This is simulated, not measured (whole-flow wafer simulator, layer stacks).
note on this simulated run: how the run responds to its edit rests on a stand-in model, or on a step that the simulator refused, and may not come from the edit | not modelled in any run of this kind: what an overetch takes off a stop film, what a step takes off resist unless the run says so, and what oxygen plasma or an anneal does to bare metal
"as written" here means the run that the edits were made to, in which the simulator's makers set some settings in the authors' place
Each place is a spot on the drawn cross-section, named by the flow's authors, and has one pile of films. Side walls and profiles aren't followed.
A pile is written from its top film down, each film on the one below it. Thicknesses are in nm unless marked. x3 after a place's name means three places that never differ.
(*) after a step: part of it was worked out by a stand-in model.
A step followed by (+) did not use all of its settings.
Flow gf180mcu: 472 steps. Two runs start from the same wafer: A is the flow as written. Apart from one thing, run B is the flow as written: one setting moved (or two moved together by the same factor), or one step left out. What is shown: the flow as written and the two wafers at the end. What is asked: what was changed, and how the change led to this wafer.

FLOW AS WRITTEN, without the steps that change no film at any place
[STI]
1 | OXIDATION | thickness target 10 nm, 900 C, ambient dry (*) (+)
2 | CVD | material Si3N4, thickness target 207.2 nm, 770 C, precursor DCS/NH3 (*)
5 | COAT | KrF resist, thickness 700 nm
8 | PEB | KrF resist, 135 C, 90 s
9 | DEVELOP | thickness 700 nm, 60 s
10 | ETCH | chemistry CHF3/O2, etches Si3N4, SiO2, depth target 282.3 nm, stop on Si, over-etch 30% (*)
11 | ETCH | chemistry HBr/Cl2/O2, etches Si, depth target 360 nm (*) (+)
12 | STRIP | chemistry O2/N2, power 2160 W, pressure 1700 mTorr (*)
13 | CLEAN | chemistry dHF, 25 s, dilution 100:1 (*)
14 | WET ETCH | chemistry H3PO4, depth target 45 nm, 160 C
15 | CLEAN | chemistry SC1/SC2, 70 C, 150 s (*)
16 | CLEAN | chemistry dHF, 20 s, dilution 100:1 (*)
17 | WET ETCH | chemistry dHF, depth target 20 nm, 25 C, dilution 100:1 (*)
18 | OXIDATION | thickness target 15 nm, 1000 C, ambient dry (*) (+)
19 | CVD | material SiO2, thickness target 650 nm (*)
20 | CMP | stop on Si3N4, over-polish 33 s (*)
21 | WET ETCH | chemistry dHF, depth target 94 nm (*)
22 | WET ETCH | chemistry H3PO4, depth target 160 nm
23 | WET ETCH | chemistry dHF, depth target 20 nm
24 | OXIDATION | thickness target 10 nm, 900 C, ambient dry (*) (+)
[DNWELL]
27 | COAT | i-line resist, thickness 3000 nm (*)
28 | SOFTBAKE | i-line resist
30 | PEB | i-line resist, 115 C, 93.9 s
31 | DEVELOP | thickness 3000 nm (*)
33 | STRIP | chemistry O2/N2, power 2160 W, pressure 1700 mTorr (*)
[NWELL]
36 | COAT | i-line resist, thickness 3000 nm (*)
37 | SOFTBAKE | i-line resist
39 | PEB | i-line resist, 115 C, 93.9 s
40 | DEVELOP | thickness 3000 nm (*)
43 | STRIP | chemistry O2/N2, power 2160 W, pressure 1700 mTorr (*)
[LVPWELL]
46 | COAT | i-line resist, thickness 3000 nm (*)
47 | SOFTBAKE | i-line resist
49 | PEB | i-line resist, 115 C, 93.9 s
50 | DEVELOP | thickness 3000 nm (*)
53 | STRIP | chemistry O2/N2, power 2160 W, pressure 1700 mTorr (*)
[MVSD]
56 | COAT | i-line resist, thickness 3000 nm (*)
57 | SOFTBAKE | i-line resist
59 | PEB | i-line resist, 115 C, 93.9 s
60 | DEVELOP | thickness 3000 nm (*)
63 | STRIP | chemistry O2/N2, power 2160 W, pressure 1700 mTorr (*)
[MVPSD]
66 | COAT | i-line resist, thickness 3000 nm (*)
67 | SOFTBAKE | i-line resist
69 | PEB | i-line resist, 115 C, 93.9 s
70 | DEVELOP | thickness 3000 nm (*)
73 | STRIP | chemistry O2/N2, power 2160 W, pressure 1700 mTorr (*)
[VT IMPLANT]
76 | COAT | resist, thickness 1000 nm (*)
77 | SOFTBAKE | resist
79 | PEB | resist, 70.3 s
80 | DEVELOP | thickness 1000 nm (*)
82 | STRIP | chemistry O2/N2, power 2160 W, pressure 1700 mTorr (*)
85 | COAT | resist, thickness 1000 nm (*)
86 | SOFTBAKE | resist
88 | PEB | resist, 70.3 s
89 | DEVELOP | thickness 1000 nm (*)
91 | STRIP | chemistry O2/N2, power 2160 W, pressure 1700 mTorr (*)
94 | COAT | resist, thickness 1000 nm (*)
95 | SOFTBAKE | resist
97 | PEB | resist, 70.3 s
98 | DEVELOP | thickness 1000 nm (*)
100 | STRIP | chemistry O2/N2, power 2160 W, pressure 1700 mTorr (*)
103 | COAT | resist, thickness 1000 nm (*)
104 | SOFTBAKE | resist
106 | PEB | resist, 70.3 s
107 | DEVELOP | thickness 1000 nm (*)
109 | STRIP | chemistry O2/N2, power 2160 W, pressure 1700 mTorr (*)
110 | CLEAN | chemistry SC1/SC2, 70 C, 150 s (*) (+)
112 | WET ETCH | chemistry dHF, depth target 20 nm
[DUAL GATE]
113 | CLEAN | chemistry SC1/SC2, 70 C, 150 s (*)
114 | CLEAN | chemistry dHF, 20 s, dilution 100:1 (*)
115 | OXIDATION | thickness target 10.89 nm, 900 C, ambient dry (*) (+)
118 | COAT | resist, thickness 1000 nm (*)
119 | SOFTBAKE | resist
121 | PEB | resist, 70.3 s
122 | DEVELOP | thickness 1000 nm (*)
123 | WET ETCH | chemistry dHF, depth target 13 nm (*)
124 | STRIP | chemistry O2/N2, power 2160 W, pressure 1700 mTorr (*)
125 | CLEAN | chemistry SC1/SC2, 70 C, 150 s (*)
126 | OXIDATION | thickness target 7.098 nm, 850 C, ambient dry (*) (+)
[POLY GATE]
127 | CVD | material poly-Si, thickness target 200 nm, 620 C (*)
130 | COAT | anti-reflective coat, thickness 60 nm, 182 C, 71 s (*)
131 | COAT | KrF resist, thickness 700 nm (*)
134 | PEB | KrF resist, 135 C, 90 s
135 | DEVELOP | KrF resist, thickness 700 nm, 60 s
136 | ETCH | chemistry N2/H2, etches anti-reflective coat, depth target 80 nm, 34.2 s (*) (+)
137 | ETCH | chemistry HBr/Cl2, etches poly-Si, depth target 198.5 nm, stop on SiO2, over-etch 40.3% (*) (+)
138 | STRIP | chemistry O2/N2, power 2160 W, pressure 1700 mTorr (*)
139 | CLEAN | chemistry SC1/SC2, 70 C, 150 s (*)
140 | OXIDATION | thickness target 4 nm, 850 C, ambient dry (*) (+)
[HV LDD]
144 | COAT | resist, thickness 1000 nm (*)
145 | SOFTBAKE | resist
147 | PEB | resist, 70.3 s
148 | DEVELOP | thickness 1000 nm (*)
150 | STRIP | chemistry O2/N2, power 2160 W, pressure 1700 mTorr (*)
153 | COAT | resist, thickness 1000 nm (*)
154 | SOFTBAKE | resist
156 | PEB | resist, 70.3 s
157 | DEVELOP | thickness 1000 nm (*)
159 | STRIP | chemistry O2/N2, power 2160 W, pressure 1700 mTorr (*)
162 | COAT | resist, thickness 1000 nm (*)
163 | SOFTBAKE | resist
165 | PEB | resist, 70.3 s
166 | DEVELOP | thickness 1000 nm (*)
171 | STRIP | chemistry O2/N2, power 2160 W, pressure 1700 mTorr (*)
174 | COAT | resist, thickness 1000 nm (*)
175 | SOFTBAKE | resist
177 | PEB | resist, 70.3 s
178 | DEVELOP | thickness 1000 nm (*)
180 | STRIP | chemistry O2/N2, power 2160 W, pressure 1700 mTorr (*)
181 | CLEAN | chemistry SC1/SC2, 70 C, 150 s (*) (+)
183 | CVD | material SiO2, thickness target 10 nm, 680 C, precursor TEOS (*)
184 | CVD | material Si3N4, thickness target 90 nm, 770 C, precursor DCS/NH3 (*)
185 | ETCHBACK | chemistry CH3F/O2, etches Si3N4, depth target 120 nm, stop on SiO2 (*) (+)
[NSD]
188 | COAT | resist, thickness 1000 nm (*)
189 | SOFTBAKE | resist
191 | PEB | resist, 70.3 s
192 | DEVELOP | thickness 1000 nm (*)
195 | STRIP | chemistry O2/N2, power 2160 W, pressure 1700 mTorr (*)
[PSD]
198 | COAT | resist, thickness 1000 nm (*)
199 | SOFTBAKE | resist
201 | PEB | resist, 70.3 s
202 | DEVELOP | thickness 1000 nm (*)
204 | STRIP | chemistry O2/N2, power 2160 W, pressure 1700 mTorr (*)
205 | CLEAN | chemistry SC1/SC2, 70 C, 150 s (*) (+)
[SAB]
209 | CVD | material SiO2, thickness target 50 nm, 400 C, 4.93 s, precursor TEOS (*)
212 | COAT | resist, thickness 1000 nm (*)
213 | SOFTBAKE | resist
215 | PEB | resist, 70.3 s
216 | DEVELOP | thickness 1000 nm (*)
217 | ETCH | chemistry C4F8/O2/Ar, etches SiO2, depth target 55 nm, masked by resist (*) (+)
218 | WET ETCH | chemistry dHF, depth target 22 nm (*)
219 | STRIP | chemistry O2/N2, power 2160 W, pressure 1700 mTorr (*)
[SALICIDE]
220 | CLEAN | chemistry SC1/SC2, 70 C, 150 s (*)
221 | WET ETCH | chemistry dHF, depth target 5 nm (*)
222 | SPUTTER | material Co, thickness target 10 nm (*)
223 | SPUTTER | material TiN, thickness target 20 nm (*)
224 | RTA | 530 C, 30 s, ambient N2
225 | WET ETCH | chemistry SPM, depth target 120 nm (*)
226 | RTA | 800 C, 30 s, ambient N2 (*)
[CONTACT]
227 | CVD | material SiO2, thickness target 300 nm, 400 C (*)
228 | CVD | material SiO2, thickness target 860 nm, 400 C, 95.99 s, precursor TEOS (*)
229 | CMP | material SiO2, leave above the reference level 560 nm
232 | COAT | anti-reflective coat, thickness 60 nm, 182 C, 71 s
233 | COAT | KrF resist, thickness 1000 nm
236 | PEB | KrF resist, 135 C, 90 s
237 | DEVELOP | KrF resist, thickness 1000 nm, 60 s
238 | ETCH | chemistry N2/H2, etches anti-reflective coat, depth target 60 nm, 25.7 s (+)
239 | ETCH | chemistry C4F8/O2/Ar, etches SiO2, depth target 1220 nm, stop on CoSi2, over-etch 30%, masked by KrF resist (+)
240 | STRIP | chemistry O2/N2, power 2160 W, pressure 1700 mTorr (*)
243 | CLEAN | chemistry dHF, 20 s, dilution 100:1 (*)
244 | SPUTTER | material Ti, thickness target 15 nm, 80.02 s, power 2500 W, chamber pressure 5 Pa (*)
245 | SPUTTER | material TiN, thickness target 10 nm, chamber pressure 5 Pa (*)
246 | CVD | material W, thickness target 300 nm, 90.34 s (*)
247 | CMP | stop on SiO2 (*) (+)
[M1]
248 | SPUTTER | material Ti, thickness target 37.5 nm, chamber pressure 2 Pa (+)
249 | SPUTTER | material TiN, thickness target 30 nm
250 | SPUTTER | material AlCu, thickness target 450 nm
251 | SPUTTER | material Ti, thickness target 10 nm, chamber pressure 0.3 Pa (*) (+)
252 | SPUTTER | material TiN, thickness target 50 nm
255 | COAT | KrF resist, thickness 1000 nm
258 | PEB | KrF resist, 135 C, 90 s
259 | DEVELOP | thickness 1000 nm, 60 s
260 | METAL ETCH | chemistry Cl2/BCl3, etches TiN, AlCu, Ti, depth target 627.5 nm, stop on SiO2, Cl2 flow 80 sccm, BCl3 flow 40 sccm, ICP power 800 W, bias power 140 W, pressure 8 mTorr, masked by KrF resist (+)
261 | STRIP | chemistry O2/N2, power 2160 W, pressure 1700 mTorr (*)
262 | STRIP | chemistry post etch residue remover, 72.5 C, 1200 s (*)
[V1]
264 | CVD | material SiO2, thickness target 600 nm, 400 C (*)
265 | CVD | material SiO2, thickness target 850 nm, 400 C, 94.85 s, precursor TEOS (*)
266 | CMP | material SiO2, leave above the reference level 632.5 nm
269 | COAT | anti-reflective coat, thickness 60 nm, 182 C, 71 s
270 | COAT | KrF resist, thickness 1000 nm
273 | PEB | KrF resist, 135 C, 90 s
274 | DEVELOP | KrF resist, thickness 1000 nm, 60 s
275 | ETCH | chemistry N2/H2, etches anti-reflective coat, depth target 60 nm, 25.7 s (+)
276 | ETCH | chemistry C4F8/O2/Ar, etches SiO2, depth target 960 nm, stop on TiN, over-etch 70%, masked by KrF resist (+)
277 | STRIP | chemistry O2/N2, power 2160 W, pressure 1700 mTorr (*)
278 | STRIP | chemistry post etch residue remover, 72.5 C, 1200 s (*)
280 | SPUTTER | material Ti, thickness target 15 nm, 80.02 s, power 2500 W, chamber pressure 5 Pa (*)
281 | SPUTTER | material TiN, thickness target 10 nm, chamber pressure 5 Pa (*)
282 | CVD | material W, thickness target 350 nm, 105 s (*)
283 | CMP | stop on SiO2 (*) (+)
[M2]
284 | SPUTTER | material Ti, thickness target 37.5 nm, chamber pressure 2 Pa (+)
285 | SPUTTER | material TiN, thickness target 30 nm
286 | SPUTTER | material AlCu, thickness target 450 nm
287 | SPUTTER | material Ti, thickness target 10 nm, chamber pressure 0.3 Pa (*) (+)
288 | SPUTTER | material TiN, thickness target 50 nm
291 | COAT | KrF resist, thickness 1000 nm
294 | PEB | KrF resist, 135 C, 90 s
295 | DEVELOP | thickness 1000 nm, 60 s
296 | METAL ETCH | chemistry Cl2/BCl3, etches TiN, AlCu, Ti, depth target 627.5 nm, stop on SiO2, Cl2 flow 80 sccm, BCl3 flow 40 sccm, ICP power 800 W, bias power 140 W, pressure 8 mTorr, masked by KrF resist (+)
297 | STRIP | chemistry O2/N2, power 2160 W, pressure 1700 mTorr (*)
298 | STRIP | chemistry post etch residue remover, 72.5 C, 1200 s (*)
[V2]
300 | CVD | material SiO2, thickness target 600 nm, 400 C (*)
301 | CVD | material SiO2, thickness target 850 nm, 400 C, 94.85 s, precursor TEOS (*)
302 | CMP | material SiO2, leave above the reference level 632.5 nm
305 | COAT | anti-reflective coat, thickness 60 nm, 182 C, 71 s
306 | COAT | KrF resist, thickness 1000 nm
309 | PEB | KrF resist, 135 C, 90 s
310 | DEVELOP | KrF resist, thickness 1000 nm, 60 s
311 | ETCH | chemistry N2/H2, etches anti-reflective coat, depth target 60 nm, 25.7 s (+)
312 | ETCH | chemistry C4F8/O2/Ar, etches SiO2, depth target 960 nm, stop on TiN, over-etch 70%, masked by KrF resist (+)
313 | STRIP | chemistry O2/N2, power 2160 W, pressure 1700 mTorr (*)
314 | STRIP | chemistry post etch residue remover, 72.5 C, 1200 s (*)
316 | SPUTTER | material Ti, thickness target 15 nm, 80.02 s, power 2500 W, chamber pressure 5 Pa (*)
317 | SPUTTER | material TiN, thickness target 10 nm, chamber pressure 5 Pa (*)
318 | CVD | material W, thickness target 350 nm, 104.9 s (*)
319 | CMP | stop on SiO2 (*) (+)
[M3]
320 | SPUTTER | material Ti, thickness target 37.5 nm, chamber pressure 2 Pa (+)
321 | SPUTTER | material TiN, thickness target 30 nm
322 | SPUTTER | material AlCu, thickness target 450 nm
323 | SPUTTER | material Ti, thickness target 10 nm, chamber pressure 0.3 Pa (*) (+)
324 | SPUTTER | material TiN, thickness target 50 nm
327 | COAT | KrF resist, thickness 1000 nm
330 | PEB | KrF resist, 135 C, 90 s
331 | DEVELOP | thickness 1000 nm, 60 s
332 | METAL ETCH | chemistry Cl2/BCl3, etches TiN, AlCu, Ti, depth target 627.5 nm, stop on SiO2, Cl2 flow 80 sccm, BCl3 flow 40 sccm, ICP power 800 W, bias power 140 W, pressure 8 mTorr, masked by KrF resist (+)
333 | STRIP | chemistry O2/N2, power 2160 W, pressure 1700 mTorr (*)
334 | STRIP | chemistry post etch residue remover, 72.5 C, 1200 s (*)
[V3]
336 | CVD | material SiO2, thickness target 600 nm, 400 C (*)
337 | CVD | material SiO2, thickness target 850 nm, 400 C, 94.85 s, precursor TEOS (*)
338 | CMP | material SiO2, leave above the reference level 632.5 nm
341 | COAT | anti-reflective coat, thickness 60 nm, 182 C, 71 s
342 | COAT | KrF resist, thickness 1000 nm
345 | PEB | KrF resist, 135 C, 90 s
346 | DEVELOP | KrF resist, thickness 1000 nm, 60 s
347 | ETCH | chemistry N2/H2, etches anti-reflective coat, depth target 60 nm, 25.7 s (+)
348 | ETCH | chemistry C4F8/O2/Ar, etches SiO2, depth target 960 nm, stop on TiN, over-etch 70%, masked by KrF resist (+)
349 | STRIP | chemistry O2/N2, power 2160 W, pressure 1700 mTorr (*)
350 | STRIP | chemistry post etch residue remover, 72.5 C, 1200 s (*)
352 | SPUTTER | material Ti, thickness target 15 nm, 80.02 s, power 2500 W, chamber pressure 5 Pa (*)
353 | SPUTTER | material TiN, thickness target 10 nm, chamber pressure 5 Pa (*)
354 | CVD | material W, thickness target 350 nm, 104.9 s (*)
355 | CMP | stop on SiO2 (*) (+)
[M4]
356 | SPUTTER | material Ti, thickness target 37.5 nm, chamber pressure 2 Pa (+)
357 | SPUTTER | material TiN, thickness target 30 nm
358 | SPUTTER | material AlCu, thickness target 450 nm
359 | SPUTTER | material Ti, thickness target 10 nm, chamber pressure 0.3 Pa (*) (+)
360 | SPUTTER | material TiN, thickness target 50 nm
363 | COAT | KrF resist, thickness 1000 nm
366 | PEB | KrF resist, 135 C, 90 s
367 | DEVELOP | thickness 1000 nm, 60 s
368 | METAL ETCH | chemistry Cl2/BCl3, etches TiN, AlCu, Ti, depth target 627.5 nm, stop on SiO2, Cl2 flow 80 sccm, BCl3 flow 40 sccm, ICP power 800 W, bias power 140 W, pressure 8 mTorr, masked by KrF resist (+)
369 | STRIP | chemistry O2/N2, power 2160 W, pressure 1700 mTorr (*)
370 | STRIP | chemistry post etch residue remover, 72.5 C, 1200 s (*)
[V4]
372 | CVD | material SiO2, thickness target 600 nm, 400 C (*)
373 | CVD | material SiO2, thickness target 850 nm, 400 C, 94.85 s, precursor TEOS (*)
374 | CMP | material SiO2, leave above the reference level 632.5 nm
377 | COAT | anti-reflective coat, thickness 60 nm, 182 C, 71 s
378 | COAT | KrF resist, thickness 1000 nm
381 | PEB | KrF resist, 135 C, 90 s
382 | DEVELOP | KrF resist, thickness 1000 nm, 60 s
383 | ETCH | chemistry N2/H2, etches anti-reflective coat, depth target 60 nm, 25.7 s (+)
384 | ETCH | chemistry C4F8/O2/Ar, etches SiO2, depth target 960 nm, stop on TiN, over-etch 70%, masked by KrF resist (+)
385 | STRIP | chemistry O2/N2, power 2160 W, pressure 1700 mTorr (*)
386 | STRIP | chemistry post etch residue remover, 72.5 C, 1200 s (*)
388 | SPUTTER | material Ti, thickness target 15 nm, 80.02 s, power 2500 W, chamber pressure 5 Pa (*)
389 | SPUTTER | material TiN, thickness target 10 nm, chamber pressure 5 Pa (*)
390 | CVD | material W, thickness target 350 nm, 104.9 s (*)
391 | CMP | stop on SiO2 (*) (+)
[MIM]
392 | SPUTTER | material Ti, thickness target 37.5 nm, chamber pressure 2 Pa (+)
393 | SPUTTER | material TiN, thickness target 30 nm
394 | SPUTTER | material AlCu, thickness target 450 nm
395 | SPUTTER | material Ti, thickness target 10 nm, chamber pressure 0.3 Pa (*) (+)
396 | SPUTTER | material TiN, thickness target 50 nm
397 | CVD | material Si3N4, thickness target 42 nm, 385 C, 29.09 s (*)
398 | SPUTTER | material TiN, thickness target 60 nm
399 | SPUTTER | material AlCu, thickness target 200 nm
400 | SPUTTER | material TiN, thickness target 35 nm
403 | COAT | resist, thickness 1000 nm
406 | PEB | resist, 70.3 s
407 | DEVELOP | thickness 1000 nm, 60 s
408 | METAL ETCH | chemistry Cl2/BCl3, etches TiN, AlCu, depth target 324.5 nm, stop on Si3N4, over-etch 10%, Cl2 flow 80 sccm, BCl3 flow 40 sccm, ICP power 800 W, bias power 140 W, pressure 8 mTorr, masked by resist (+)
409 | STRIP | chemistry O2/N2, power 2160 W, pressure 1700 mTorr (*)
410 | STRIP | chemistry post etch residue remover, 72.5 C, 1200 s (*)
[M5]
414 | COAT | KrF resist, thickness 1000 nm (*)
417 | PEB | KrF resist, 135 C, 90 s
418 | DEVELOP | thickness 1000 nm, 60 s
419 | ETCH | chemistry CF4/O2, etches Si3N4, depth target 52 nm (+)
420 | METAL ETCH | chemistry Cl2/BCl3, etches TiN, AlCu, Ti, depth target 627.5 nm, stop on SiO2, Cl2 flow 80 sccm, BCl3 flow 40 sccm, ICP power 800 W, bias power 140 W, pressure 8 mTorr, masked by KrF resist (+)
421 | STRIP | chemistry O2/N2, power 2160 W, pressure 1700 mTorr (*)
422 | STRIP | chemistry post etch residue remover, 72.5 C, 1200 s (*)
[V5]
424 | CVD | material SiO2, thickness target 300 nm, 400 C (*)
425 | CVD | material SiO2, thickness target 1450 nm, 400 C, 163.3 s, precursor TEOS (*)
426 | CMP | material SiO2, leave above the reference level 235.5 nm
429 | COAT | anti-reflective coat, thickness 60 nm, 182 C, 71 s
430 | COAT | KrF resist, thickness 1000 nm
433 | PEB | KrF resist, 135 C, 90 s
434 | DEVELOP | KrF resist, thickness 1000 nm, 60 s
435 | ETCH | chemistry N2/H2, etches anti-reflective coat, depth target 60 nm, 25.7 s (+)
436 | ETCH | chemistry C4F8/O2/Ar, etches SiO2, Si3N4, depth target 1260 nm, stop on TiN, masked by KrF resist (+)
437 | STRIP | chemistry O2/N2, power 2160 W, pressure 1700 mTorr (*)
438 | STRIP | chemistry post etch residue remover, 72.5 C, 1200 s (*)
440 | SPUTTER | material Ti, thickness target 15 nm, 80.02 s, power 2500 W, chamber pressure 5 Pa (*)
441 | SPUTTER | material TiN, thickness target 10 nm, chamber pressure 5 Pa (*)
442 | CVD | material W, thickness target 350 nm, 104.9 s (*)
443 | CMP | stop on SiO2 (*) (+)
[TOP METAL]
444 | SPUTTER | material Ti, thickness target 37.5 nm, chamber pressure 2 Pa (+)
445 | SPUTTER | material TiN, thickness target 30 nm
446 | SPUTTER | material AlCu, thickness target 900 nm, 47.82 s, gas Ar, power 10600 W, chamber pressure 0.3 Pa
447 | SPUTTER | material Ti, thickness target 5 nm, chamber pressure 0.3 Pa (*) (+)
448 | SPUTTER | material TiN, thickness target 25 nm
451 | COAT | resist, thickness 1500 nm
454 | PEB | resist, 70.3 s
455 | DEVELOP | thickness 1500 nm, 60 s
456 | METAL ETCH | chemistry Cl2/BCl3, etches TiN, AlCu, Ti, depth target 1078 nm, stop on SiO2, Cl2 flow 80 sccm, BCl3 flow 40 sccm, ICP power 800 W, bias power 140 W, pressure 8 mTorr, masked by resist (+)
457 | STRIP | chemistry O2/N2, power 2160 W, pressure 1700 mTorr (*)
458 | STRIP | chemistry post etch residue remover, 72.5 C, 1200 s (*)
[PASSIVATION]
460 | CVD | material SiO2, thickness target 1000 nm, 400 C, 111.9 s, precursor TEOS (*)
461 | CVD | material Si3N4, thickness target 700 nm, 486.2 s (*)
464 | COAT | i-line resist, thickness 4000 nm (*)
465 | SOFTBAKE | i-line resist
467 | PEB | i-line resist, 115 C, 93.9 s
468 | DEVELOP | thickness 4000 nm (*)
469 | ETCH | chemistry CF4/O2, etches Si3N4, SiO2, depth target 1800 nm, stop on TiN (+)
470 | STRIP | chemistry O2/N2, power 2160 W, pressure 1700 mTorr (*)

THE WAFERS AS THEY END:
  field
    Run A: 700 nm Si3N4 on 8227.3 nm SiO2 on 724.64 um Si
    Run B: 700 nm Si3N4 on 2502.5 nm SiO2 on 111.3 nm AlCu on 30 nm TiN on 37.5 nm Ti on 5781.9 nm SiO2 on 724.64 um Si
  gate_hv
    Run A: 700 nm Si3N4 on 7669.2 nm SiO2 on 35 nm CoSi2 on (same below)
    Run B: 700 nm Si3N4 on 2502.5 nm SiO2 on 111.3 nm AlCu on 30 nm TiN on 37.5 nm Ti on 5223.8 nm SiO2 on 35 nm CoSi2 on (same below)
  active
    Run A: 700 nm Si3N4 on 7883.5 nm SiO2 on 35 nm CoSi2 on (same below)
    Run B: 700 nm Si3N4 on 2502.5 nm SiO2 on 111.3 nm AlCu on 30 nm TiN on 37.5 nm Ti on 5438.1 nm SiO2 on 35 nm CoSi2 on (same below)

The reason: step 394, SPUTTER: thickness target 686 nm was run, while the flow as written has thickness target 450 nm.

The path from the change to this, step by step:
  394 | SPUTTER | material AlCu, thickness target 450 nm
      field, field__w1, field__w2 and 108 more: A AlCu gains 450 (new film) | B AlCu gains 686 (new film)
  420 | METAL ETCH | chemistry Cl2/BCl3, etches TiN, AlCu, Ti, depth target 627.5 nm, stop on SiO2, Cl2 flow 80 sccm, BCl3 flow 40 sccm, ICP power 800 W, bias power 140 W, pressure 8 mTorr, masked by KrF resist (+)
      field, field__w1, field__w2 and 101 more: A TiN loses 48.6 (all of it), Ti loses 10 (all of it), AlCu loses 450 (all of it), TiN loses 30 (all of it), Ti loses 37.5 (all of it) | B TiN loses 48.6 (all of it), Ti loses 10 (all of it), AlCu loses 568.9
  422 | STRIP | chemistry post etch residue remover, 72.5 C, 1200 s (*)
      field, field__w1, field__w2 and 101 more: A nothing | B AlCu loses 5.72
  424 | CVD | material SiO2, thickness target 300 nm, 400 C (*)
      field, field__w1, field__w2 and 101 more: A SiO2 gains 300 | B SiO2 gains 300 (new film)
  426 | CMP | material SiO2, leave above the reference level 235.5 nm
      field, field__w1, field__w5 and 92 more: A SiO2 loses 300.8 | B SiO2 loses 243.7
      field__w2, field__w3, field__w12 and 6 more: A SiO2 loses 272.7 | B SiO2 loses 212.9
If metal films that touch count as one body, field has 1 body; the flow as written gives 0 bodies.
If metal films that touch count as one body, gate_hv has 2 bodies (between them, from the top down: SiO2 5223.8); the flow as written gives 1 body.
If metal films that touch count as one body, active has 2 bodies (between them, from the top down: SiO2 5438.1); the flow as written gives 1 body.
